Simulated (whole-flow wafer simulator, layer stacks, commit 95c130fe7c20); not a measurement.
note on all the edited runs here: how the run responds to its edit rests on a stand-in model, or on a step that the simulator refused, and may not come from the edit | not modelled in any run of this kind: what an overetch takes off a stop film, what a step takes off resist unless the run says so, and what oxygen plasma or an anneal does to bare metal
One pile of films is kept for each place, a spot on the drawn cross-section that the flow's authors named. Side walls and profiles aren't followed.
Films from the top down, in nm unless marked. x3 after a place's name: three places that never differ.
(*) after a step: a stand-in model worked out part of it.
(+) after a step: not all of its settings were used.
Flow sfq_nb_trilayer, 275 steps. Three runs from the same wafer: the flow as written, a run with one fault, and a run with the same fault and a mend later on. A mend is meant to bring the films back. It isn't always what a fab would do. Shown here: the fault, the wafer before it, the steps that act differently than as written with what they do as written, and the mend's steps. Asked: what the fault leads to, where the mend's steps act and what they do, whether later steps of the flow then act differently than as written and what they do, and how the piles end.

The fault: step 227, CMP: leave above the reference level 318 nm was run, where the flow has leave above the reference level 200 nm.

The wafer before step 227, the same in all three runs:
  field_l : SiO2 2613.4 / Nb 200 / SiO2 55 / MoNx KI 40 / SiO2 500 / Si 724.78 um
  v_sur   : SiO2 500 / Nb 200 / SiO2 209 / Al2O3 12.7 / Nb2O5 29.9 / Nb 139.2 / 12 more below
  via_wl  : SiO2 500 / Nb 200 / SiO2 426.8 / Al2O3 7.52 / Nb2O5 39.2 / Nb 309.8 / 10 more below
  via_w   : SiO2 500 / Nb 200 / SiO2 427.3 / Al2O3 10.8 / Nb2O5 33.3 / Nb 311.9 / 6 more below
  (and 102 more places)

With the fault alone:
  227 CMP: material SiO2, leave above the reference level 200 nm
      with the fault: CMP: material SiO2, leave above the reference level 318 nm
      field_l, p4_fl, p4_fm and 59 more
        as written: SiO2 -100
        with the fault: nothing
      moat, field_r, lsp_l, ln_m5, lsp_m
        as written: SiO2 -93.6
        with the fault: nothing
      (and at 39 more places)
  Later steps of the flow that act differently than as written (6 more steps differ only slightly, by at most 2% or 0.5 nm, whichever is larger, and aren't shown):
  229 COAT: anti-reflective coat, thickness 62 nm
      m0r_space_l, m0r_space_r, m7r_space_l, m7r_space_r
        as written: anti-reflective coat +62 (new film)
        with the fault: anti-reflective coat +64.7 (new film)
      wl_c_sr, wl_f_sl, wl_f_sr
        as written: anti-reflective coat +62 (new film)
        with the fault: anti-reflective coat +64.6 (new film)
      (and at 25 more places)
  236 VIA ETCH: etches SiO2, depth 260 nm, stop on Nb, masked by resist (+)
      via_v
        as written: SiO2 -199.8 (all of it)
        with the fault: SiO2 -260
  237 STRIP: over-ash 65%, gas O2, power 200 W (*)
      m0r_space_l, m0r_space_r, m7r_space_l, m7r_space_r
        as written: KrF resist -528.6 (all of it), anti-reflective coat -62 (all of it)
        with the fault: KrF resist -531.2 (all of it), anti-reflective coat -64.7 (all of it)
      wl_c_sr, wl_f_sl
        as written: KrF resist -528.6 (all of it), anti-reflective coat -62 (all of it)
        with the fault: KrF resist -530.8 (all of it), anti-reflective coat -64.6 (all of it)
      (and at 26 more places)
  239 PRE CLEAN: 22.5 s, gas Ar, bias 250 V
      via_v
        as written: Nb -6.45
        with the fault: SiO2 -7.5
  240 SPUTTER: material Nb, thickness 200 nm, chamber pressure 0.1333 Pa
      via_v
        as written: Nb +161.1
        with the fault: Nb +146.9 (new film)
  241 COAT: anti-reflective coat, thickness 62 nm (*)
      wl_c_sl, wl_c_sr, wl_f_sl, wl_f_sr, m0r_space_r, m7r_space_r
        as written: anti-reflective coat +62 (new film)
        with the fault: anti-reflective coat +64.3 (new film)
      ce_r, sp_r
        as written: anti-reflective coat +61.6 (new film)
        with the fault: anti-reflective coat +60.3 (new film)
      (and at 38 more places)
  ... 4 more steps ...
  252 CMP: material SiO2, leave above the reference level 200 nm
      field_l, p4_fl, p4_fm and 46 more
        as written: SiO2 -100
        with the fault: SiO2 -82
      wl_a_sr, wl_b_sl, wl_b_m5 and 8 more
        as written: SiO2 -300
        with the fault: SiO2 -282
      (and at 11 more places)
  At the end the piles differ from the flow's by more than 2% or 0.5 nm, whichever is larger, at field_l, v_sur, via_wl and 103 more.
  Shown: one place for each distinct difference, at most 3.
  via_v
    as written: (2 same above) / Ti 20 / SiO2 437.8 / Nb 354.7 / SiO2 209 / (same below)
    with the fault: (2 same above) / Ti 20 / SiO2 513.3 / Nb 146.9 / SiO2 50.3 / Nb 200 / SiO2 209 / (same below)
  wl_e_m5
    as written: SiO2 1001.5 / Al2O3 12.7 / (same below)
    with the fault: SiO2 1119.5 / Al2O3 12.7 / (same below)
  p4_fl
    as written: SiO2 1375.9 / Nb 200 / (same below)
    with the fault: SiO2 1493.9 / Nb 200 / (same below)

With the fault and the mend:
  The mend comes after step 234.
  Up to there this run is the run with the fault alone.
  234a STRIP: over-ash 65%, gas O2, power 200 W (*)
      p3_l3, p3_s3, p3_l4, p3_s4
        KrF resist -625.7 (all of it), anti-reflective coat -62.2 (all of it)
      m0r_line_l, m0r_line_r, m7r_line_l, m7r_line_r
        KrF resist -628.3 (all of it), anti-reflective coat -62.6 (all of it)
      m0r_space_l, m0r_space_r, m7r_space_l, m7r_space_r
        KrF resist -626.9 (all of it), anti-reflective coat -64.7 (all of it)
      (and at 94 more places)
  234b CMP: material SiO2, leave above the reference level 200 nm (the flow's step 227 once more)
      field_l, p4_fl, p4_fm and 59 more
        SiO2 -100
      v_sur, via_wl, via_w and 33 more
        SiO2 -118
      moat, field_r, lsp_l, ln_m5, lsp_m
        SiO2 -93.6
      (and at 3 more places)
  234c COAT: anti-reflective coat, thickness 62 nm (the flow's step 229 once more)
      field_l, v_sur, via_wl and 103 more
        anti-reflective coat +62 (new film)
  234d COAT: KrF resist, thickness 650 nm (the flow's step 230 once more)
      field_l, v_sur, via_wl and 103 more
        KrF resist +650 (new film)
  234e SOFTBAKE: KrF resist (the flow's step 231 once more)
      changes no film at any place that is followed
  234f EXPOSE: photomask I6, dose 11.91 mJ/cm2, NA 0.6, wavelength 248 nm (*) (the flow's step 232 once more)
      changes no film at any place that is followed
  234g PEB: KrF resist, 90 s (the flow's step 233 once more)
      field_l, v_sur, via_wl and 103 more
        KrF resist -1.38
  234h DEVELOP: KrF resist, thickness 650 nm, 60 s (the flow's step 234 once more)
      field_l, v_sur, via_wl and 102 more
        KrF resist -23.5
      via_v
        KrF resist -648.6 (all of it)
  No later step of the flow acts differently than as written at any place that is followed.
  At the end the piles are the same as the flow's at every place that both follow.
